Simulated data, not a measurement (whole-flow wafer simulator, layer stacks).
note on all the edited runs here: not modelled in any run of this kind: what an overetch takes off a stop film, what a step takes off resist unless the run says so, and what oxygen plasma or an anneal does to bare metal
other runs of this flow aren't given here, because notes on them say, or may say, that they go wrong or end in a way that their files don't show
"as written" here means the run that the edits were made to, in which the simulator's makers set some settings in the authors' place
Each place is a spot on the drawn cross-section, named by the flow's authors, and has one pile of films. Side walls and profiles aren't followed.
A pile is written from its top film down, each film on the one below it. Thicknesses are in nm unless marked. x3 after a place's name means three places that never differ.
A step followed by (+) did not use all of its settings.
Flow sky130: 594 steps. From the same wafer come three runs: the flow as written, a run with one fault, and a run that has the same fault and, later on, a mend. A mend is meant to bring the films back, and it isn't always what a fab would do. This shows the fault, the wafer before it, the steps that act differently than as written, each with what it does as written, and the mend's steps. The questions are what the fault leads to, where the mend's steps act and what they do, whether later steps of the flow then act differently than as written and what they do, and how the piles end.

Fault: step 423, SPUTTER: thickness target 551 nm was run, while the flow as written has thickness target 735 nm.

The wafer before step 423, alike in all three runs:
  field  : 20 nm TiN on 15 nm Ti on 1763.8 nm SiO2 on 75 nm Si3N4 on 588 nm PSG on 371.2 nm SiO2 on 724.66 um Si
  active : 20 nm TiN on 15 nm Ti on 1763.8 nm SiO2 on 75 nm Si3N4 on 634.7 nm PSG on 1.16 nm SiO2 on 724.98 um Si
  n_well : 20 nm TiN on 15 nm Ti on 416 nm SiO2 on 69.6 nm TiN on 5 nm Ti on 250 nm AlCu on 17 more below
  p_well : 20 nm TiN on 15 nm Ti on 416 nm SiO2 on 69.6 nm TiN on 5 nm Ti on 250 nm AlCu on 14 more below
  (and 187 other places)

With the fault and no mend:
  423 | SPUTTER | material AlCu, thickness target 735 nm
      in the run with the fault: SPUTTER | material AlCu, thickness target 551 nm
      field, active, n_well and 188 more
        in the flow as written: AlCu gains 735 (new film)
        in the run with the fault: AlCu gains 551 (new film)
  Steps later in the flow that act otherwise than as written (6 more steps, not shown, differ only slightly: by at most 2% or 0.5 nm, whichever is larger):
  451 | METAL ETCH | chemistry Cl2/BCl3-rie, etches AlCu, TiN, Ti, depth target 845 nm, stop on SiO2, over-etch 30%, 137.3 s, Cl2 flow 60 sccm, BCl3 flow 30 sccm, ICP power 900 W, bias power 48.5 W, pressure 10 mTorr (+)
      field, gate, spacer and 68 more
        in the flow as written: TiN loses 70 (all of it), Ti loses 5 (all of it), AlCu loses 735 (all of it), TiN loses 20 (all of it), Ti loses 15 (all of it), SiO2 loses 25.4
        in the run with the fault: TiN loses 70 (all of it), Ti loses 5 (all of it), AlCu loses 551 (all of it), TiN loses 20 (all of it), Ti loses 15 (all of it), SiO2 loses 43.8
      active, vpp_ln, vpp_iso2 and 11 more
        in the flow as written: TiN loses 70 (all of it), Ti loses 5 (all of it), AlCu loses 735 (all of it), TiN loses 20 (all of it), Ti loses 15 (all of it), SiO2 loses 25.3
        in the run with the fault: TiN loses 70 (all of it), Ti loses 5 (all of it), AlCu loses 551 (all of it), TiN loses 20 (all of it), Ti loses 15 (all of it), SiO2 loses 43.8
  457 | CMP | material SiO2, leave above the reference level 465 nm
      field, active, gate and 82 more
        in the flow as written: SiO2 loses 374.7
        in the run with the fault: SiO2 loses 540.2
  At field, active, n_well and 190 more, the piles at the end differ from the flow's by more than 2% or 0.5 nm, whichever is larger.
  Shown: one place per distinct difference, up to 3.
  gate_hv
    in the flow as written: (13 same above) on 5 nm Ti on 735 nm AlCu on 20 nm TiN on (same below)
    in the run with the fault: (13 same above) on 5 nm Ti on 551 nm AlCu on 20 nm TiN on (same below)
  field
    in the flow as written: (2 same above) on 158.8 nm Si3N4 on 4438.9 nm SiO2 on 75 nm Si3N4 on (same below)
    in the run with the fault: (2 same above) on 158.8 nm Si3N4 on 4254.9 nm SiO2 on 75 nm Si3N4 on (same below)
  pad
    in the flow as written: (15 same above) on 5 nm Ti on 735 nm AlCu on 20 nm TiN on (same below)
    in the run with the fault: (15 same above) on 5 nm Ti on 551 nm AlCu on 20 nm TiN on (same below)

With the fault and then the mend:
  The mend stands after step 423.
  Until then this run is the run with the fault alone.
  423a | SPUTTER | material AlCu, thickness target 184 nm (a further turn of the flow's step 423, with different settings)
      field, active, n_well and 188 more
        AlCu gains 184
  Every later step of the flow that is run acts as written at every place that is followed.
  At every place that both follow, the piles at the end match the flow's.
